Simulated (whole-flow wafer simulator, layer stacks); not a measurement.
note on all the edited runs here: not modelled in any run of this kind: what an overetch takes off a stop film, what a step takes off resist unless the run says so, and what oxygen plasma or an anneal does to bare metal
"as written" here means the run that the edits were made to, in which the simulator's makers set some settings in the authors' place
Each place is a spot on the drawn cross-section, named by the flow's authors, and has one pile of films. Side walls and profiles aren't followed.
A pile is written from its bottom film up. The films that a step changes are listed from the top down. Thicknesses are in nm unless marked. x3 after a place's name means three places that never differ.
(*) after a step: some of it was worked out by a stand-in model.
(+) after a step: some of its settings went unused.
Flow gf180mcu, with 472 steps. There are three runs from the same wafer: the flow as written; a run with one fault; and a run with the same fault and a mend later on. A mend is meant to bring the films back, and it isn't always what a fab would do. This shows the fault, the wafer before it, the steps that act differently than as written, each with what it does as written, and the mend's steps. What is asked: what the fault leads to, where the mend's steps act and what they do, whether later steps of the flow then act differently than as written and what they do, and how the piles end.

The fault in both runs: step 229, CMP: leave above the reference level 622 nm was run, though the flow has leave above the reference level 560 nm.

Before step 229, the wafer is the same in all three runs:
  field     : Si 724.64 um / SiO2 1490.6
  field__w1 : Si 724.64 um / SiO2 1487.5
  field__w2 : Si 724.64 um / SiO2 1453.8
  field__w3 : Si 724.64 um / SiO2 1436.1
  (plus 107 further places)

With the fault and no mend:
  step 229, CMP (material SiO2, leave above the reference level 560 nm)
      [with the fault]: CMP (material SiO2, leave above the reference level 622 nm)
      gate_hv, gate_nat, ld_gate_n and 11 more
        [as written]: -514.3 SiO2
        [with the fault]: -452.3 SiO2
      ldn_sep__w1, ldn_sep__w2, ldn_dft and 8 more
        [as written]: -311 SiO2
        [with the fault]: -249 SiO2
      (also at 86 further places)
  Steps further on in the flow that do not act as written (2 other steps are not shown; they differ only slightly, by no more than 2% or 0.5 nm, whichever is larger):
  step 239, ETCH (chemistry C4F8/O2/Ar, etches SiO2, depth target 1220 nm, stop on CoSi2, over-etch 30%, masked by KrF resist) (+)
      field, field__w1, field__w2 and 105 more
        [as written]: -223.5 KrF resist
        [with the fault]: -239.6 KrF resist
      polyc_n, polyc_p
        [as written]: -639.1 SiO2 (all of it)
        [with the fault]: -701.1 SiO2 (all of it)
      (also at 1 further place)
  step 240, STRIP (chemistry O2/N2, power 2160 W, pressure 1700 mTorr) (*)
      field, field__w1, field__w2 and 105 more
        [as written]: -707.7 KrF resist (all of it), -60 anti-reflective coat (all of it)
        [with the fault]: -691.6 KrF resist (all of it), -60 anti-reflective coat (all of it)
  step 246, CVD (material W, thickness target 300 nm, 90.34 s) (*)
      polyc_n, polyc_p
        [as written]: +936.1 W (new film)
        [with the fault]: +998.1 W (new film)
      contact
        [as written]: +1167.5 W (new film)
        [with the fault]: +1230 W (new film)
  By the end, the piles at field__w8, contact, m1 and 6 more depart from the flow's by more than 2% or 0.5 nm, whichever is larger.
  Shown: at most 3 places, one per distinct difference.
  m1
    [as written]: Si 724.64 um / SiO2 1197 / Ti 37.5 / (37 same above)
    [with the fault]: Si 724.64 um / SiO2 1259 / Ti 37.5 / (37 same above)
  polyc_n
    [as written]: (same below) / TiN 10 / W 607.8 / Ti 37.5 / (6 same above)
    [with the fault]: (same below) / TiN 10 / W 669.8 / Ti 37.5 / (6 same above)
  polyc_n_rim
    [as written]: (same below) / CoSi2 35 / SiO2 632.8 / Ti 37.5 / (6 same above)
    [with the fault]: (same below) / CoSi2 35 / SiO2 694.8 / Ti 37.5 / (6 same above)

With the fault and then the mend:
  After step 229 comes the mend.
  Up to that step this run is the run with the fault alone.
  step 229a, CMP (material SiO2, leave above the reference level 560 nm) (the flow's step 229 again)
      field, field__w1, field__w2 and 108 more
        -62 SiO2
  Every later step of the flow that is run acts as written at every place that is followed.
  By the end, the piles equal the flow's at every place that both follow.
